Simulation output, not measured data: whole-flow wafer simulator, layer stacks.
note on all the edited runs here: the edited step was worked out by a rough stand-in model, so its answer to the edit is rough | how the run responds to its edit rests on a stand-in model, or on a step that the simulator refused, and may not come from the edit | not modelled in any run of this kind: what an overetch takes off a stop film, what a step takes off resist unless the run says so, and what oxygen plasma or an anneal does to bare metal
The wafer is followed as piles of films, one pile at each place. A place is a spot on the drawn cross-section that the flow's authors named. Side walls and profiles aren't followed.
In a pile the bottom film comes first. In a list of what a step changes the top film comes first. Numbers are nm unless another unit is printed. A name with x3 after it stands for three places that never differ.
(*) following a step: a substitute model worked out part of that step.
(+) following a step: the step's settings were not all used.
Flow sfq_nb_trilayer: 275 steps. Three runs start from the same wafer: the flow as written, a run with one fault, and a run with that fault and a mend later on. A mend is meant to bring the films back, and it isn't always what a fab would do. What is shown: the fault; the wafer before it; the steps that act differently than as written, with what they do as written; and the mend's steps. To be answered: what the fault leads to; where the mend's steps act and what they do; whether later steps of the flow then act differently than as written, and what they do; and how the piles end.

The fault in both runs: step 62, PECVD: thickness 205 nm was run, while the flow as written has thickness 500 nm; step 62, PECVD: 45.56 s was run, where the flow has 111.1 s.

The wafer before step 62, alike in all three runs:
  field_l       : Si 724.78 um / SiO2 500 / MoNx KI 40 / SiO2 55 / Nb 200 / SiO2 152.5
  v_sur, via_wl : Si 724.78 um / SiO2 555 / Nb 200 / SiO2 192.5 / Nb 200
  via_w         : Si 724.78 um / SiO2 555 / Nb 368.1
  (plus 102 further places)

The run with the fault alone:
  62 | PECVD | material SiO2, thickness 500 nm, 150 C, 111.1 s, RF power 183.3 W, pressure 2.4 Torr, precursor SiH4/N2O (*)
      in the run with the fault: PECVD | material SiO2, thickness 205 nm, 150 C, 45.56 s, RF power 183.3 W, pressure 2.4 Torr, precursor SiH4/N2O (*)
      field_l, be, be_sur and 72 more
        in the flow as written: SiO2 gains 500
        in the run with the fault: SiO2 gains 205
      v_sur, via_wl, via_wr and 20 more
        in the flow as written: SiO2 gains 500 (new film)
        in the run with the fault: SiO2 gains 205 (new film)
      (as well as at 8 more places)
  Steps further on in the flow that do not act as written (15 other steps are not shown; they differ only slightly, by no more than 2% or 0.5 nm, whichever is larger):
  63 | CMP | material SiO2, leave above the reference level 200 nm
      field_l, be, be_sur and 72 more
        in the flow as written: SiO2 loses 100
        in the run with the fault: nothing
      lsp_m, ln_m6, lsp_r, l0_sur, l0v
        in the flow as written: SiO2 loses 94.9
        in the run with the fault: nothing
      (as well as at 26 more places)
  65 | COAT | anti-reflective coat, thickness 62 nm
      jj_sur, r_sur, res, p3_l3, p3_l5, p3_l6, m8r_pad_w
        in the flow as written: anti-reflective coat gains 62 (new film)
        in the run with the fault: anti-reflective coat gains 64.2 (new film)
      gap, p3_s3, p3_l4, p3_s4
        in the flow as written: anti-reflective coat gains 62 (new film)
        in the run with the fault: anti-reflective coat gains 64.1 (new film)
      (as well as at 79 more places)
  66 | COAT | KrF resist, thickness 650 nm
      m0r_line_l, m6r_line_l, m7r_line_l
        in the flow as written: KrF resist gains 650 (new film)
        in the run with the fault: KrF resist gains 686.8 (new film)
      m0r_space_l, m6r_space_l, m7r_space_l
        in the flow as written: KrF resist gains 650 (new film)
        in the run with the fault: KrF resist gains 676.2 (new film)
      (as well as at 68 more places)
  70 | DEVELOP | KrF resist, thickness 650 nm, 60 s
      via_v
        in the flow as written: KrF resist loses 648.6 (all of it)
        in the run with the fault: KrF resist loses 579.1 (all of it)
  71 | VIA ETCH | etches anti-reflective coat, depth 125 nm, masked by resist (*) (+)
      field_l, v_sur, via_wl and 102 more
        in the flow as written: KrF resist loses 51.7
        in the run with the fault: KrF resist loses 38.9
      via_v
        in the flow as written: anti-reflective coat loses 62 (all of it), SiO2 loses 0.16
        in the run with the fault: anti-reflective coat loses 46.7 (all of it), SiO2 loses 0.12
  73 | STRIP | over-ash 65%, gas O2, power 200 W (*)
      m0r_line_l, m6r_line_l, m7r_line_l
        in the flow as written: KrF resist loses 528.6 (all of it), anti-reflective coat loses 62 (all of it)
        in the run with the fault: KrF resist loses 578.1 (all of it), anti-reflective coat loses 61.4 (all of it)
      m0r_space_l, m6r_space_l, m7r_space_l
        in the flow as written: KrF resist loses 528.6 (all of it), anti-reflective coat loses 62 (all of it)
        in the run with the fault: KrF resist loses 567.5 (all of it), anti-reflective coat loses 81.8 (all of it)
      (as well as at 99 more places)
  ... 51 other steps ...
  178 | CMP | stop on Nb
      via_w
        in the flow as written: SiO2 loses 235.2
        in the run with the fault: SiO2 loses 226.5
  By the end, the piles at via_w, p4_w1, p4_w2 and 11 more depart from the flow's by more than 2% or 0.5 nm, whichever is larger.
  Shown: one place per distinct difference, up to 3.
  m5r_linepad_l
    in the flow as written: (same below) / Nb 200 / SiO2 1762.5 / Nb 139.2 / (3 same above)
    in the run with the fault: (same below) / Nb 200 / SiO2 390 / Nb 14.7 / SiO2 1357.8 / Nb 139.2 / (3 same above)
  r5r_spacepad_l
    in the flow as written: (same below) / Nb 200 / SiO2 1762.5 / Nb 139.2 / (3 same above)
    in the run with the fault: (same below) / Nb 200 / SiO2 390 / Nb 14.9 / SiO2 1357.6 / Nb 139.2 / (3 same above)
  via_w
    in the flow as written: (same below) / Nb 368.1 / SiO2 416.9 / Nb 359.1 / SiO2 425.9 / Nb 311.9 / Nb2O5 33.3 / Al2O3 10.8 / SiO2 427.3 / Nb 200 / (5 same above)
    in the run with the fault: (same below) / Nb 368.1 / SiO2 171.5 / Nb 155.7 / SiO2 222.2 / Nb 71.1 / SiO2 337.8 / Nb 156 / SiO2 220.1 / Nb 110.8 / Nb2O5 34.6 / Al2O3 10.1 / SiO2 495.5 / Nb 200 / (5 same above)

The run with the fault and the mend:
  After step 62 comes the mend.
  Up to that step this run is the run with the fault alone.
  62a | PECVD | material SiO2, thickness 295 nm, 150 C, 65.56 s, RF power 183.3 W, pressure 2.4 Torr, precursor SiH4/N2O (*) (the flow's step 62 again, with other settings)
      field_l, v_sur, via_wl and 102 more
        SiO2 gains 295
      via_w
        SiO2 gains 402.5
  Steps further on in the flow that do not act as written:
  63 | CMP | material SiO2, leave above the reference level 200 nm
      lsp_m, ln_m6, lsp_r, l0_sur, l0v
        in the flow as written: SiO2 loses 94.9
        in the run with the mend: SiO2 loses 100
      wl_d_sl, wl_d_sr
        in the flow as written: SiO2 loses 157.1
        in the run with the mend: SiO2 loses 100
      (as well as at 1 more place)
  At every place that both follow, the piles at the end match the flow's.
